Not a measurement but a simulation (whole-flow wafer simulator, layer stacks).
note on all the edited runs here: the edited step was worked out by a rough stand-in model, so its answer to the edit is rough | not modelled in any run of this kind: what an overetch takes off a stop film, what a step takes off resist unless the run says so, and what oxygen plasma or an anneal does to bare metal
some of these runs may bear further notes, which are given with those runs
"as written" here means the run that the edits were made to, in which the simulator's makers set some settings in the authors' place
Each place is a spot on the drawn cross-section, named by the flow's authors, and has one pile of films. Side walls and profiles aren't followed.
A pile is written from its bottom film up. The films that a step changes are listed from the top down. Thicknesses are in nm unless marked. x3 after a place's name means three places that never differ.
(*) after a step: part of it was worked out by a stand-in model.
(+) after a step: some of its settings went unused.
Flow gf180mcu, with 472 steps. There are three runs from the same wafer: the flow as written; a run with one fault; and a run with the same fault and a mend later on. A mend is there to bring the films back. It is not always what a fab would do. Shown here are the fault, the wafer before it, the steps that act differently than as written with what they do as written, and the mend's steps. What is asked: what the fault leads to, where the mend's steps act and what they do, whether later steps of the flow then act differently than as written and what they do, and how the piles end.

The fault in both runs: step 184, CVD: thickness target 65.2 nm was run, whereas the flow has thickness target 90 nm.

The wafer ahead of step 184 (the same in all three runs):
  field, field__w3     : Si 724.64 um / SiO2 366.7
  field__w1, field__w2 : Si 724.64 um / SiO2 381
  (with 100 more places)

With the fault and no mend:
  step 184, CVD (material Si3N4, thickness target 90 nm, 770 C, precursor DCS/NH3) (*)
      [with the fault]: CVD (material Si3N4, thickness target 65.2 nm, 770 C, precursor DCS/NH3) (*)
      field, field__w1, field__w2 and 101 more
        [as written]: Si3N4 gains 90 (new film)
        [with the fault]: Si3N4 gains 65.2 (new film)
  Steps later in the flow that act otherwise than as written (7 more steps, not shown, differ only slightly: by at most 2% or 0.5 nm, whichever is larger):
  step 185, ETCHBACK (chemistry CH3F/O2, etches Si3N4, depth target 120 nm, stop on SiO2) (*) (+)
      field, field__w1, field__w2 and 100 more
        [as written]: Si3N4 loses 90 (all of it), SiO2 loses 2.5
        [with the fault]: Si3N4 loses 65.2 (all of it), SiO2 loses 4.57
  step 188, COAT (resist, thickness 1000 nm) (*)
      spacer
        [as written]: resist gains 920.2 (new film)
        [with the fault]: resist gains 942.8 (new film)
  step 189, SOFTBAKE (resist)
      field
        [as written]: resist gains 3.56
        [with the fault]: resist loses 0.34
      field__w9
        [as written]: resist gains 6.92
        [with the fault]: resist gains 6.4
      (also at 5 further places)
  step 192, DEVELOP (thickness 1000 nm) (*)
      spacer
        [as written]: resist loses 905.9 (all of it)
        [with the fault]: resist loses 928 (all of it)
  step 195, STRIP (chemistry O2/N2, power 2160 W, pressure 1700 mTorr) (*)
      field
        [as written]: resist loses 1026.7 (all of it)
        [with the fault]: resist loses 1006 (all of it)
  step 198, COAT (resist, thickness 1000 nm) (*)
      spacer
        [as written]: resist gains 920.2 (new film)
        [with the fault]: resist gains 942.8 (new film)
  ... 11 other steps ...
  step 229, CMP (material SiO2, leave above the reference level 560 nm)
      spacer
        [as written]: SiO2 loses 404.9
        [with the fault]: SiO2 loses 380.1
  At spacer, ld_sd_n, ld_drn_n, ld_drn_p, the piles at the end differ from the flow's by more than 2% or 0.5 nm, whichever is larger.
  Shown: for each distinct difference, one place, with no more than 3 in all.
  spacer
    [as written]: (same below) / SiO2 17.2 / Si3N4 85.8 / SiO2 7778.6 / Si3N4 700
    [with the fault]: (same below) / SiO2 17.2 / Si3N4 61 / SiO2 7803.4 / Si3N4 700
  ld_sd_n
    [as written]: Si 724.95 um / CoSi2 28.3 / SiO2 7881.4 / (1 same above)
    [with the fault]: Si 724.95 um / CoSi2 29.5 / SiO2 7881.4 / (1 same above)
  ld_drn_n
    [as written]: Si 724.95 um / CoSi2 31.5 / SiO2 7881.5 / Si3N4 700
    [with the fault]: Si 724.95 um / CoSi2 32.8 / SiO2 7881.6 / Si3N4 700

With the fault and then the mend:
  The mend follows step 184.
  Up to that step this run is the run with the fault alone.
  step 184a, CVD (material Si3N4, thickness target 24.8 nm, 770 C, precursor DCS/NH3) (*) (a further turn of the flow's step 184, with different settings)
      field, field__w1, field__w2 and 101 more
        Si3N4 gains 24.8
  None of the later steps of the flow differs from how it acts as written, at any place that is followed, by more than 2% or 0.5 nm, whichever is larger.
  By the end, the piles equal the flow's at every place that both follow.
